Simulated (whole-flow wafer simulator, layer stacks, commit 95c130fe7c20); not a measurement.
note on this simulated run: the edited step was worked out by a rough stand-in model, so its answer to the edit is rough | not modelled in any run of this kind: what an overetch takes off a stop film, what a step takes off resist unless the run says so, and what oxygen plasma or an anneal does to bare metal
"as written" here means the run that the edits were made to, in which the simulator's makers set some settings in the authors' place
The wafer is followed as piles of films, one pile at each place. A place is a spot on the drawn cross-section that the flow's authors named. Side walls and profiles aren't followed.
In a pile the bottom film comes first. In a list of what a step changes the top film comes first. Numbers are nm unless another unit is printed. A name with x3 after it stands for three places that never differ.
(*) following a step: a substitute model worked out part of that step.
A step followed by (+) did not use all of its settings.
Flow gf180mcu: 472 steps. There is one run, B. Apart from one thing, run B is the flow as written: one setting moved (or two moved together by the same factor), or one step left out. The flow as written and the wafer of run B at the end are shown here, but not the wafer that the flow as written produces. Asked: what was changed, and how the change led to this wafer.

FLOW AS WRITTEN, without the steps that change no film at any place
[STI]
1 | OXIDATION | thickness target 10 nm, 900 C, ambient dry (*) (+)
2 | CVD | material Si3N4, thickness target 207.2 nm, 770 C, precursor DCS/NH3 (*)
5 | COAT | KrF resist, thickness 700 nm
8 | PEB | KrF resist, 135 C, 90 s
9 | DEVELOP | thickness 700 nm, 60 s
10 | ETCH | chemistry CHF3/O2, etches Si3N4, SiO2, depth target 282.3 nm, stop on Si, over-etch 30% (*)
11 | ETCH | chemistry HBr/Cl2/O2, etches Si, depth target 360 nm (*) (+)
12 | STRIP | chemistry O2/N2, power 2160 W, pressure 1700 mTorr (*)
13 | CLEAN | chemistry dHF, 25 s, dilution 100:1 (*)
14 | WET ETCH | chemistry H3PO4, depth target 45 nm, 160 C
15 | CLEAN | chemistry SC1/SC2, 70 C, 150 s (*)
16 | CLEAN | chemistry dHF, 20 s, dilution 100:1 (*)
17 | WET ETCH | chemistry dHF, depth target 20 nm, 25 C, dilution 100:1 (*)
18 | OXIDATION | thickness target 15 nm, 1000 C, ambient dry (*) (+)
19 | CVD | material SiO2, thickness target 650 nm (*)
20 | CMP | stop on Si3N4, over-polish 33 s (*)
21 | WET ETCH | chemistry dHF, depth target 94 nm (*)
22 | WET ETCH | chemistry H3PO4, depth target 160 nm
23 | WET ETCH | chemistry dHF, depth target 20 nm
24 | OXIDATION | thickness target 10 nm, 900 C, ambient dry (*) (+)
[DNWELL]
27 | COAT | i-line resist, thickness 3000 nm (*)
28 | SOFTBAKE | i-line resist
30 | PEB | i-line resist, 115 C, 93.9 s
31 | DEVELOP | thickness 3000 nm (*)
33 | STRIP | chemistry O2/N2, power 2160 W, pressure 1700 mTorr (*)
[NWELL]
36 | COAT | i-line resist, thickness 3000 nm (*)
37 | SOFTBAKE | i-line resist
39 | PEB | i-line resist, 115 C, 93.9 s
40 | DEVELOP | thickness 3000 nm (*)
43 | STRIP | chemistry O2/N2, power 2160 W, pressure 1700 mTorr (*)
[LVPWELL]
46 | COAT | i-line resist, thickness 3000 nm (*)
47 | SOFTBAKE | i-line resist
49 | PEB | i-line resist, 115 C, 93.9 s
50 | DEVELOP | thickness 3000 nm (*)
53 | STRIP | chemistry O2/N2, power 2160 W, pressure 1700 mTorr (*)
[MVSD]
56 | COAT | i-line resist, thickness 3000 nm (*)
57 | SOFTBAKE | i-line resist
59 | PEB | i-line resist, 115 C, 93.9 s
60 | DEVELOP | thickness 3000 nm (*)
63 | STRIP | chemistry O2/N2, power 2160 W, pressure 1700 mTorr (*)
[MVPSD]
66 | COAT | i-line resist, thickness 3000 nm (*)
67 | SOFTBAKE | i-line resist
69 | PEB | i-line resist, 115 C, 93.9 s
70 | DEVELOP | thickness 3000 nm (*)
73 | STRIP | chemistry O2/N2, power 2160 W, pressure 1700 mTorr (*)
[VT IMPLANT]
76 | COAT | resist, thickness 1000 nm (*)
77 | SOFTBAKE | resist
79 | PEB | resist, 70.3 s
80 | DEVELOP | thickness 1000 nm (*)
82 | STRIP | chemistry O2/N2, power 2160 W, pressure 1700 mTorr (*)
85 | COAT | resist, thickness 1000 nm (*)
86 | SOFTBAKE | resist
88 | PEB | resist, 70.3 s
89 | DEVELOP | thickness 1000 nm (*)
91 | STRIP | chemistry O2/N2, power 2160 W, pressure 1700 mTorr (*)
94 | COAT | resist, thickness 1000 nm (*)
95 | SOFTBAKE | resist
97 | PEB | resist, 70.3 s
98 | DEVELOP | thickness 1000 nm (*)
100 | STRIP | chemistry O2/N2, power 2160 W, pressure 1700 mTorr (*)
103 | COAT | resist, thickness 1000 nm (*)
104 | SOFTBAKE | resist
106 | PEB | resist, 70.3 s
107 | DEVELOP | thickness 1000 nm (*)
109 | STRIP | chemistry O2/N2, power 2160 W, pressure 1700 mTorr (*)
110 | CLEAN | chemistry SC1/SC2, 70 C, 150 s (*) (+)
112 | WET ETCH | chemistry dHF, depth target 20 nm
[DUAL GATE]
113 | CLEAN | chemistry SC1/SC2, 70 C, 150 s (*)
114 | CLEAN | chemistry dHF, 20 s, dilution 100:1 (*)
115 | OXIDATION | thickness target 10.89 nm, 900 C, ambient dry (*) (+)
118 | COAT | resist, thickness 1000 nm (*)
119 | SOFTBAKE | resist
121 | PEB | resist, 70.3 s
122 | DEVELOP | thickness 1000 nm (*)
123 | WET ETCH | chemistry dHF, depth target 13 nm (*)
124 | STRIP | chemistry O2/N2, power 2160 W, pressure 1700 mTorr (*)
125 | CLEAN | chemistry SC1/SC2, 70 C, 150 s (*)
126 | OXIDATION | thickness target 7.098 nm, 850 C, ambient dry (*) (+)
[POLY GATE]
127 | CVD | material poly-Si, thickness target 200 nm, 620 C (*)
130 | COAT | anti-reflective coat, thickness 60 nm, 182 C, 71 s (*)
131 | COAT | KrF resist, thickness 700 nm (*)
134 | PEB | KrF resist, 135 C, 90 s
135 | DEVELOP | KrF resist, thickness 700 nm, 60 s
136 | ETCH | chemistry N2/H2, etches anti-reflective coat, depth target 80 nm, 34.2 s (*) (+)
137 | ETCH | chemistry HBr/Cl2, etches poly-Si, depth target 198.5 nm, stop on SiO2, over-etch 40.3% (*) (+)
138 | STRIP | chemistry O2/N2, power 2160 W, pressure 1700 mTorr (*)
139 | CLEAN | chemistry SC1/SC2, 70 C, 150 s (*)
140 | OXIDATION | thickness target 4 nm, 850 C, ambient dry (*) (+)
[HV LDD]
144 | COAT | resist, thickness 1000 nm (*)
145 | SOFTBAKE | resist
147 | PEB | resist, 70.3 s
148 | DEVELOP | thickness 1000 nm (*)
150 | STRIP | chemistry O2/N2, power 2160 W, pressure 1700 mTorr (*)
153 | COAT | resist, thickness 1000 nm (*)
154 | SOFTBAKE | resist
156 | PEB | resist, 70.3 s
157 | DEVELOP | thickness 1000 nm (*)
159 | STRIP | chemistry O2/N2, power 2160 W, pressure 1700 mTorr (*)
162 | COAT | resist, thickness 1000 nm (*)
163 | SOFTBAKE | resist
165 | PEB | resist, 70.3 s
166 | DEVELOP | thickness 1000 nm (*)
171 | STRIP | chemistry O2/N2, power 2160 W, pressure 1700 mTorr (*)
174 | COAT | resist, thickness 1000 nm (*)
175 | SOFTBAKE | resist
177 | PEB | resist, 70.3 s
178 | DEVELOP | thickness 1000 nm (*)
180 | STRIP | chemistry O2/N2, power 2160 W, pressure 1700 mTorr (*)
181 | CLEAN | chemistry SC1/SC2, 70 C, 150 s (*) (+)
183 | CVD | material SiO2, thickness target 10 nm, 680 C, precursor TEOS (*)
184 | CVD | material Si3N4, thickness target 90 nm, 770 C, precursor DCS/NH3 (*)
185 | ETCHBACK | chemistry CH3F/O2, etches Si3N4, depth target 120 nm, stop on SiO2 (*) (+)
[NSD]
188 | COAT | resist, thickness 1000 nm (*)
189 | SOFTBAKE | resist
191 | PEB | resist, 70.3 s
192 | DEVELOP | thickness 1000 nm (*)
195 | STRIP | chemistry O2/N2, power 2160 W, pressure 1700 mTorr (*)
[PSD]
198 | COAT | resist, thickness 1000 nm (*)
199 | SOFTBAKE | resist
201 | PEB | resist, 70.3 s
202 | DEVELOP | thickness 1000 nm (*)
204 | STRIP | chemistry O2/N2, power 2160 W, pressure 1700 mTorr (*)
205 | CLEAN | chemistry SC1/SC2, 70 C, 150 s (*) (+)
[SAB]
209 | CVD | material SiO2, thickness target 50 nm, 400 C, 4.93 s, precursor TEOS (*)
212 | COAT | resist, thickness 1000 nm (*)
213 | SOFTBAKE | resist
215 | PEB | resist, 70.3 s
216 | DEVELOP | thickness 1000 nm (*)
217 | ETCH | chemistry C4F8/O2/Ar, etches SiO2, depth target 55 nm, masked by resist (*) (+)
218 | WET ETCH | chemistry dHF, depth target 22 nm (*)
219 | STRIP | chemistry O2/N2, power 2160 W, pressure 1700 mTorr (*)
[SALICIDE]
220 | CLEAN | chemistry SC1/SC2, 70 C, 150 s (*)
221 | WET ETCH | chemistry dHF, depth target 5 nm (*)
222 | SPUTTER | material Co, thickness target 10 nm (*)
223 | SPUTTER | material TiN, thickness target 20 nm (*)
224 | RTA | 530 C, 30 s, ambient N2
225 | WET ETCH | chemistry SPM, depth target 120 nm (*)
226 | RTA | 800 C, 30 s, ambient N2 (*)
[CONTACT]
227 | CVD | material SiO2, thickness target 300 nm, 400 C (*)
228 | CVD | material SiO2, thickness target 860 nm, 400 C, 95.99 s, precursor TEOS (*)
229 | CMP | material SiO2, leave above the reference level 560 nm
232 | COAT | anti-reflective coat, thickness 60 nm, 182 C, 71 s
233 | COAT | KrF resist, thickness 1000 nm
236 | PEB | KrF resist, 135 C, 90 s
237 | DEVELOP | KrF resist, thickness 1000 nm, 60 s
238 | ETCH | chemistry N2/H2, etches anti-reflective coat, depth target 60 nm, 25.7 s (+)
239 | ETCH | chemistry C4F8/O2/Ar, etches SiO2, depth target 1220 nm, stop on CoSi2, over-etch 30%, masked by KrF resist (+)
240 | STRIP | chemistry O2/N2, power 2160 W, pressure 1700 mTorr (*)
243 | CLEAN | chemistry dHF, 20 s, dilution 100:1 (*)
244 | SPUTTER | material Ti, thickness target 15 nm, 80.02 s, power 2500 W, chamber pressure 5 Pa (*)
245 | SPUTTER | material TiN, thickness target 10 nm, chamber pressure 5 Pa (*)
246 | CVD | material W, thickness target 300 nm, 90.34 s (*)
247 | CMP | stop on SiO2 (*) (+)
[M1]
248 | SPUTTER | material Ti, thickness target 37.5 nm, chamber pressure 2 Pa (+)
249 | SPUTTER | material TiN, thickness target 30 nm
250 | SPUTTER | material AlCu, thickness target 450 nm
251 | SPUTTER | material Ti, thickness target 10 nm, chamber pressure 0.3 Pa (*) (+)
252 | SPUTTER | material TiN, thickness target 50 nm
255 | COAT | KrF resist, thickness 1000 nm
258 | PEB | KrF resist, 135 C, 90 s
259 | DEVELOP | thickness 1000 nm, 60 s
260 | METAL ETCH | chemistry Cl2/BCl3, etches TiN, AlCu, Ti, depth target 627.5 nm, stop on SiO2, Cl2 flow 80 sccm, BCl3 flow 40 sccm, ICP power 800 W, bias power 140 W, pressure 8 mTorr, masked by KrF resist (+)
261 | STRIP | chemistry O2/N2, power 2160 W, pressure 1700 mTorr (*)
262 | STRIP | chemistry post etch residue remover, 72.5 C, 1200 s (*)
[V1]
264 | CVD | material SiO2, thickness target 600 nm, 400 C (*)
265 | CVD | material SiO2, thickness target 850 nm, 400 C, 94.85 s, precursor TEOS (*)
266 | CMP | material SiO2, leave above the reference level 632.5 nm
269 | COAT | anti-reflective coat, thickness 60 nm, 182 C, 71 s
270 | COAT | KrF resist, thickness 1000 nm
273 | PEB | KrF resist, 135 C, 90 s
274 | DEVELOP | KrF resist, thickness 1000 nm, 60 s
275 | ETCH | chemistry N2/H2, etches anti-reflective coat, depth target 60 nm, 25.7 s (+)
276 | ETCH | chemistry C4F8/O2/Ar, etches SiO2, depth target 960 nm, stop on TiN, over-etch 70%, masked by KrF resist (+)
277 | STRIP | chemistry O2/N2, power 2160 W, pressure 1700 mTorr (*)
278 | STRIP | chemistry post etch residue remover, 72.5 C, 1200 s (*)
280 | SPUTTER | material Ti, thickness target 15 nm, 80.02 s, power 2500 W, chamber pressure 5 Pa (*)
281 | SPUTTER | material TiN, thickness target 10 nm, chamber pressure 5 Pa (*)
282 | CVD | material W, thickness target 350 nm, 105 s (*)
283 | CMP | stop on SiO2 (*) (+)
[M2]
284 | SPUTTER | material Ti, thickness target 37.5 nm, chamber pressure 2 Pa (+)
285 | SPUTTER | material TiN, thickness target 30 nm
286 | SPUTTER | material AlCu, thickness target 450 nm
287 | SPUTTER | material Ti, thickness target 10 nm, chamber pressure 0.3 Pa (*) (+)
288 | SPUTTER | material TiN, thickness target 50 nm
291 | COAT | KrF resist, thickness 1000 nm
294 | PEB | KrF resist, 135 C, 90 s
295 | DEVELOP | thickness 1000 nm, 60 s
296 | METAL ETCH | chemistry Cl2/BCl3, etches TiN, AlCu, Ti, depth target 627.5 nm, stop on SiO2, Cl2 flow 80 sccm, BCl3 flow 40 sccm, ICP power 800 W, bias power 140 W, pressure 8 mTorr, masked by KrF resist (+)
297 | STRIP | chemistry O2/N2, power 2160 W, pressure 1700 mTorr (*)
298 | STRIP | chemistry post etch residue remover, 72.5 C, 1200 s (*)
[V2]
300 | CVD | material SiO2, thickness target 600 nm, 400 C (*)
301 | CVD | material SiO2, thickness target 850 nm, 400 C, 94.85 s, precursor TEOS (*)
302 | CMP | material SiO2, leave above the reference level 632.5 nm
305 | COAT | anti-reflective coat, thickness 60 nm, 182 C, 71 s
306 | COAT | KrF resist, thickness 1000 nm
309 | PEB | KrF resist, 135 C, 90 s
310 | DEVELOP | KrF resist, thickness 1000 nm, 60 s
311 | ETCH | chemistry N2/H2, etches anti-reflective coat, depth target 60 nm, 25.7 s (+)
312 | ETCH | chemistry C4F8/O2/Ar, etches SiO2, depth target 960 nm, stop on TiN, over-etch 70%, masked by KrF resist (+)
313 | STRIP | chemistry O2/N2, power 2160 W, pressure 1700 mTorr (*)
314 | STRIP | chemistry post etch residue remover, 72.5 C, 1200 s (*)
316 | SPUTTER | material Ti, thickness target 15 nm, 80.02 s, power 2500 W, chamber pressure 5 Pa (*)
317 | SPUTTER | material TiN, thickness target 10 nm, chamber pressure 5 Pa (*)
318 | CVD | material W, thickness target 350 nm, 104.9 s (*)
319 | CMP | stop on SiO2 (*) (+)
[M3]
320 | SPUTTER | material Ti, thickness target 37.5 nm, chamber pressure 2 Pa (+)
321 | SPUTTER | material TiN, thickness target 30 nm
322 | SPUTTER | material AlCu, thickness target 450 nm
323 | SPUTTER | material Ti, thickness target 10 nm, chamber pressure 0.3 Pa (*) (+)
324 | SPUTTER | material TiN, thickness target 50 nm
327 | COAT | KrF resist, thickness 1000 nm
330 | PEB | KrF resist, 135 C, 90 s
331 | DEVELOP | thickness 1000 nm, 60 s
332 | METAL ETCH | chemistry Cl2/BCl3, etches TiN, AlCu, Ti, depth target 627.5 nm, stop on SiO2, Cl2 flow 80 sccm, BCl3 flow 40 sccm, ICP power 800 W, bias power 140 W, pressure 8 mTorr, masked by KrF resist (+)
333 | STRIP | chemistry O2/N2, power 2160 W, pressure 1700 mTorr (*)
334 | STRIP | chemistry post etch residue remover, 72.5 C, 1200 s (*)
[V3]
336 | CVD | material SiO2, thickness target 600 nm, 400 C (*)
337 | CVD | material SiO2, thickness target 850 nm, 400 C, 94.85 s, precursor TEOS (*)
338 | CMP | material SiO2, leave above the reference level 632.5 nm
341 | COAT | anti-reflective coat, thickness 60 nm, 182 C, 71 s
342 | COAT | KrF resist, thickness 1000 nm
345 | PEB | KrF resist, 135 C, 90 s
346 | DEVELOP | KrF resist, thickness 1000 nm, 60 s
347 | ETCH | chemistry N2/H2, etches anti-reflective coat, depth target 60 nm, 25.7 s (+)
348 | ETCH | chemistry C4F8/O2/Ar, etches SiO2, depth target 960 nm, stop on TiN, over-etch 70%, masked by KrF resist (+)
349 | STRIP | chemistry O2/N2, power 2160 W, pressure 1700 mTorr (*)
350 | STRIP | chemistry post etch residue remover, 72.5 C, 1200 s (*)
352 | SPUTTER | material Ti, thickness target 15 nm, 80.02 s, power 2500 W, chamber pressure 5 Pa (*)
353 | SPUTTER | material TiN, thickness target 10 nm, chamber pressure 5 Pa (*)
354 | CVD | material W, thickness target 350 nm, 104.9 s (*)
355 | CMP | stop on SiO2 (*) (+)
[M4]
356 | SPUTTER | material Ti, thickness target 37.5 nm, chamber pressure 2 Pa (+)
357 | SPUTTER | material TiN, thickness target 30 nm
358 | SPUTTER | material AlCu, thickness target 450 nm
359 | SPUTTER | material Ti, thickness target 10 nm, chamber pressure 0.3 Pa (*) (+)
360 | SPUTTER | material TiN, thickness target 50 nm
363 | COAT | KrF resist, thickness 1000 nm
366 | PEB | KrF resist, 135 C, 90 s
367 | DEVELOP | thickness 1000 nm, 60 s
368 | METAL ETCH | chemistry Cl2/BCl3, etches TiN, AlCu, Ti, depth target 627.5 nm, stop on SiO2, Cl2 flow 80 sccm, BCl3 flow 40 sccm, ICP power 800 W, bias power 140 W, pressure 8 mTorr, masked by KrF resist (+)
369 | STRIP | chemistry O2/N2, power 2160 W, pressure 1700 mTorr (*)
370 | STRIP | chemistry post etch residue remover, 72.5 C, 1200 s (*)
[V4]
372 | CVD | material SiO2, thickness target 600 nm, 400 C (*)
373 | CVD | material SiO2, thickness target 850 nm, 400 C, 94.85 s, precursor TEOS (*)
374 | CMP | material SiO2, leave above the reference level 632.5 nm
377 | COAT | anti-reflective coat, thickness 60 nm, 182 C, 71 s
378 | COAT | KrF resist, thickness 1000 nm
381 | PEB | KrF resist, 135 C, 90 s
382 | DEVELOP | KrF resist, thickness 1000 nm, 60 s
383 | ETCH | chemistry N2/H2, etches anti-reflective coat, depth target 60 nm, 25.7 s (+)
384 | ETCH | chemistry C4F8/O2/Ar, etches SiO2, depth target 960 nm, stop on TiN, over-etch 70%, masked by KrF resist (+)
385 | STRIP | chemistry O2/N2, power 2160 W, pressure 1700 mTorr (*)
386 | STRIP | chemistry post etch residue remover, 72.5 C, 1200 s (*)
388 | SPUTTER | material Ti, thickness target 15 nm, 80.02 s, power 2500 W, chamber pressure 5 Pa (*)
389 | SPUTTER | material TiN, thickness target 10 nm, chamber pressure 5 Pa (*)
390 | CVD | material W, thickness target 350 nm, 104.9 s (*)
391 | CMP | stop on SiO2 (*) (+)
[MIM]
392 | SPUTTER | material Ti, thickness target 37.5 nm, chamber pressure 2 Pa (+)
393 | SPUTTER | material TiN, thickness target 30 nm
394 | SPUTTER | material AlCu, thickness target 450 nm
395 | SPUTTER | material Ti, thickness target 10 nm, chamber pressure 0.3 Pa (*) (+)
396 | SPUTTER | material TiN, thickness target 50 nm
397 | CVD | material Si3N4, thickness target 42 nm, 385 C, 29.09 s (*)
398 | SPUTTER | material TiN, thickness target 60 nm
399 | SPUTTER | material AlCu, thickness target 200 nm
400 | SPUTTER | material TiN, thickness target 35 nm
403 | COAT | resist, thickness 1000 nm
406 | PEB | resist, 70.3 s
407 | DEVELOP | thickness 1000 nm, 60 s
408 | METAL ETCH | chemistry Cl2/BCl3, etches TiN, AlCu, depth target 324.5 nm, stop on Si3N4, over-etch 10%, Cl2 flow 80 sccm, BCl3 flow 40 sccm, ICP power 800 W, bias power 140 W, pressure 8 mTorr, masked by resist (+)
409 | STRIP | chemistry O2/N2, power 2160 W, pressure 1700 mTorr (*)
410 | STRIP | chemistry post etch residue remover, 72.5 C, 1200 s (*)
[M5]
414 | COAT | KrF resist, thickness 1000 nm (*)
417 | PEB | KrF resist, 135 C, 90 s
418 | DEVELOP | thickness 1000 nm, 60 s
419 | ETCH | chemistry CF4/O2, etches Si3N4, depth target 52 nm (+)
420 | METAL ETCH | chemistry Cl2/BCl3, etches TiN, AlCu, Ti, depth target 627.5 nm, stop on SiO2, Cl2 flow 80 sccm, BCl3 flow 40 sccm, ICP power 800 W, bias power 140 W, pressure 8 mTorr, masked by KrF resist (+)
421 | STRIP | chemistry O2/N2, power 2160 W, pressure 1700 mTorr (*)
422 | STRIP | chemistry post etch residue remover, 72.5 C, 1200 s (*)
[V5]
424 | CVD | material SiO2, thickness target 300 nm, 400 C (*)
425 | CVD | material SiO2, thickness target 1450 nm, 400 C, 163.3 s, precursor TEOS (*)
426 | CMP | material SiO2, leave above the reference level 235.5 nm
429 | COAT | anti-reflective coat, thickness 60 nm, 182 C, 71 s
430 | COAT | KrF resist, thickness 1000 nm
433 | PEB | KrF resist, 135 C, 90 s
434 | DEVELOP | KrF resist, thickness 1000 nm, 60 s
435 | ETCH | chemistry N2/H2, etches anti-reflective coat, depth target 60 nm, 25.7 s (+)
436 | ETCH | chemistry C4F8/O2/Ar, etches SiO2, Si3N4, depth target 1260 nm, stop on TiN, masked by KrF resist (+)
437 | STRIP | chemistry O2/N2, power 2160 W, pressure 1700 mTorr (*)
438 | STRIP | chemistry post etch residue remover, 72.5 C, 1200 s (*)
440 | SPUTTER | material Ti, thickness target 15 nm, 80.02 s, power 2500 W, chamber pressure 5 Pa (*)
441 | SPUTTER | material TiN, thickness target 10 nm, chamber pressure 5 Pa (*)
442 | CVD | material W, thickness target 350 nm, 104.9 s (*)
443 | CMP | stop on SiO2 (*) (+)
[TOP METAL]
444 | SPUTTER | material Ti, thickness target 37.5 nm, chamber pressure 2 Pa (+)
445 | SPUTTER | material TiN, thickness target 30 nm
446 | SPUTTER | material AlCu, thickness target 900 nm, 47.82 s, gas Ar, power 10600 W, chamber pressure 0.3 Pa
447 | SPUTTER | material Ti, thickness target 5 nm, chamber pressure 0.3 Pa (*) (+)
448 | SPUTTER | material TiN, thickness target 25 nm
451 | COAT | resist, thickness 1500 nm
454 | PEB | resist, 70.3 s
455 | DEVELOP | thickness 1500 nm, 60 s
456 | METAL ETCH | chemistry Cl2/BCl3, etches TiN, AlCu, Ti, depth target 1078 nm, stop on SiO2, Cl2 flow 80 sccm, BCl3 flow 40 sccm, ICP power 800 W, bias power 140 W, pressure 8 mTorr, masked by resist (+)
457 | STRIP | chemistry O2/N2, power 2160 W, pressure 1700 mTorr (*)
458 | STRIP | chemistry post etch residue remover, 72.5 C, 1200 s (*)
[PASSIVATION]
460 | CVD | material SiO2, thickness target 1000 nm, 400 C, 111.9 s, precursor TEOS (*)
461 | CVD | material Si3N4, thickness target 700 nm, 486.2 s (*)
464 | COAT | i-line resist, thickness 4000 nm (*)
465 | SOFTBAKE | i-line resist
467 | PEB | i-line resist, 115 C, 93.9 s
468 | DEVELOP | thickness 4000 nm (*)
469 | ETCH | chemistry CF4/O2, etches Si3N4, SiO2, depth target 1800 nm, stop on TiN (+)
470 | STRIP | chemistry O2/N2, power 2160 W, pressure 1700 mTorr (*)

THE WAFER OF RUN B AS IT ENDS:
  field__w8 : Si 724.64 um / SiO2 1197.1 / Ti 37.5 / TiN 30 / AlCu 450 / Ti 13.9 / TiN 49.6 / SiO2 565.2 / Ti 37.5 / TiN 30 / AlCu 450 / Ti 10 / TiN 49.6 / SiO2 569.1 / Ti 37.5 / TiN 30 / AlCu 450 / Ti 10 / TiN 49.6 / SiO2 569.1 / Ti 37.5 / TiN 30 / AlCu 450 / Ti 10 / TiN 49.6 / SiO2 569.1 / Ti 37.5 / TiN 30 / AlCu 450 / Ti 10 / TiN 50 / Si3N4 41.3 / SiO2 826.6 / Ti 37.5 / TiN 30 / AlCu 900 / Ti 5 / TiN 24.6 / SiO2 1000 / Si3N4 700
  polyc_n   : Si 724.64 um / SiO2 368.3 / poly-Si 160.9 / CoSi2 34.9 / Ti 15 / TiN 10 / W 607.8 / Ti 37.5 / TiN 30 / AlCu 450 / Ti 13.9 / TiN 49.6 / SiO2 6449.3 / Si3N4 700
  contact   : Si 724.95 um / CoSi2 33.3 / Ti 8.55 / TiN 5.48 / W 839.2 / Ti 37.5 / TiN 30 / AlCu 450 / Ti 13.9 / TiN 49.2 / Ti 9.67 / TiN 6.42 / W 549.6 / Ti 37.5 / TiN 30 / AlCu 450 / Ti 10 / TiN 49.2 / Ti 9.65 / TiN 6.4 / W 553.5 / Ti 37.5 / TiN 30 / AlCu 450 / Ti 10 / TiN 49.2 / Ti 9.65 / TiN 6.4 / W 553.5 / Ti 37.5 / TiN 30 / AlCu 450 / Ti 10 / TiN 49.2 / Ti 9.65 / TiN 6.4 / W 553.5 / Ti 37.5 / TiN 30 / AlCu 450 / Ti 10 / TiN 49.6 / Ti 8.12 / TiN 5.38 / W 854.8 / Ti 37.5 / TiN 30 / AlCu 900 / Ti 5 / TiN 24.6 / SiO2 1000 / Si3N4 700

The reason: step 251, SPUTTER: thickness target 13.9 nm was run, though the flow has thickness target 10 nm.
The wafer itself shows it: field__w8 has Ti 13.9, and step 251 as written asks for 10 nm.

The path from the change to this, step by step:
  251 | SPUTTER | material Ti, thickness target 10 nm, chamber pressure 0.3 Pa (*) (+)
      field, field__w1, field__w2 and 108 more: Ti gains 13.9 (new film) (in the flow as written it would be: Ti gains 10 (new film))
  260 | METAL ETCH | chemistry Cl2/BCl3, etches TiN, AlCu, Ti, depth target 627.5 nm, stop on SiO2, Cl2 flow 80 sccm, BCl3 flow 40 sccm, ICP power 800 W, bias power 140 W, pressure 8 mTorr, masked by KrF resist (+)
      field, field__w1, field__w2 and 99 more: TiN loses 50 (all of it), Ti loses 13.9 (all of it), AlCu loses 450 (all of it), TiN loses 30 (all of it), Ti loses 37.5 (all of it) (in the flow as written it would be: TiN loses 50 (all of it), Ti loses 10 (all of it), AlCu loses 450 (all of it), TiN loses 30 (all of it), Ti loses 37.5 (all of it))
